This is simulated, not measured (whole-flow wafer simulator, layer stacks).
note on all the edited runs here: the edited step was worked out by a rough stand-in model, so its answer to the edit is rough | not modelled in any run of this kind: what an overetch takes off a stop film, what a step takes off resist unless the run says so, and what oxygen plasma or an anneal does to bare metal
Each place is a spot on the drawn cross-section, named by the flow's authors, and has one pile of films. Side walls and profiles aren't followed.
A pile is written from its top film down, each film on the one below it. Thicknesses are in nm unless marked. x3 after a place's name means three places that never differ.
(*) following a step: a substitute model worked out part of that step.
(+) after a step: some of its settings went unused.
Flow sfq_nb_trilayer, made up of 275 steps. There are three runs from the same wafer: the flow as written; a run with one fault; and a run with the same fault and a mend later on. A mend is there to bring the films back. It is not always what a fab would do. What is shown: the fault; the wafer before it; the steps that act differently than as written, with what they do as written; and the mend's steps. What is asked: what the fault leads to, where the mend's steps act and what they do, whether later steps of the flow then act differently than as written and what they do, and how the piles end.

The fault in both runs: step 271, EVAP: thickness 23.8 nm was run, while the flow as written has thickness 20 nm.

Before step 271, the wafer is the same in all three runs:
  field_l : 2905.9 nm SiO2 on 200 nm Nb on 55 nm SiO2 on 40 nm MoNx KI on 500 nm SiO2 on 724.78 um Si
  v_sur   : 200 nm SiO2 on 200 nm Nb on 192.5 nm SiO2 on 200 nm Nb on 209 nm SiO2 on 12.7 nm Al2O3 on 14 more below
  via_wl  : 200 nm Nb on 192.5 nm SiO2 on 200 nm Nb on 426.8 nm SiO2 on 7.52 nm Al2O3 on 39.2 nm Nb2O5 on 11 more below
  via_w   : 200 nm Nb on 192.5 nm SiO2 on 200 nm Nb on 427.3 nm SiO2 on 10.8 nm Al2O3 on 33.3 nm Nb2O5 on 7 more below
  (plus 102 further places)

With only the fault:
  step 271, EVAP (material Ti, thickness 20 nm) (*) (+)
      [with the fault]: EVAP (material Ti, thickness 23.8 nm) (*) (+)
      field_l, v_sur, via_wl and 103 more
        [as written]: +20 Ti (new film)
        [with the fault]: +23.8 Ti (new film)
  Steps further on in the flow that do not act as written:
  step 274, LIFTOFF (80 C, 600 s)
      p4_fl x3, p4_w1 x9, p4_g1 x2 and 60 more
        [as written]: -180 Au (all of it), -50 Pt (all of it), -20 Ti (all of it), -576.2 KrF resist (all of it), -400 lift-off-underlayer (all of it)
        [with the fault]: -180 Au (all of it), -50 Pt (all of it), -23.8 Ti (all of it), -576.2 KrF resist (all of it), -400 lift-off-underlayer (all of it)
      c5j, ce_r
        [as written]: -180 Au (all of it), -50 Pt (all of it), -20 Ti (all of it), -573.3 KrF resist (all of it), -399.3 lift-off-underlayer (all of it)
        [with the fault]: -180 Au (all of it), -50 Pt (all of it), -23.8 Ti (all of it), -573.3 KrF resist (all of it), -399.3 lift-off-underlayer (all of it)
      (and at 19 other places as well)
  At field_l, v_sur, via_wl and 8 more, the piles at the end differ from the flow's by more than 2% or 0.5 nm, whichever is larger.
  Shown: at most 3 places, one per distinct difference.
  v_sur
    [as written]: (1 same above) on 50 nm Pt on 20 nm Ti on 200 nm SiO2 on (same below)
    [with the fault]: (1 same above) on 50 nm Pt on 23.8 nm Ti on 200 nm SiO2 on (same below)
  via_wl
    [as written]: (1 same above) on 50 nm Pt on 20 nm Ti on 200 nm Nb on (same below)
    [with the fault]: (1 same above) on 50 nm Pt on 23.8 nm Ti on 200 nm Nb on (same below)
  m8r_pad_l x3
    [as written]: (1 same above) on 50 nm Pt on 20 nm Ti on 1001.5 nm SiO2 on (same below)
    [with the fault]: (1 same above) on 50 nm Pt on 23.8 nm Ti on 1001.5 nm SiO2 on (same below)

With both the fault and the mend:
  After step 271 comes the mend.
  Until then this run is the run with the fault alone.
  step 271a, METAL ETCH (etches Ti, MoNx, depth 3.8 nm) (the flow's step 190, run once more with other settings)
      field_l, v_sur, via_wl and 103 more
        -3.8 Ti
  Every later step of the flow that is run acts as written at every place that is followed.
  By the end, the piles equal the flow's at every place that both follow.
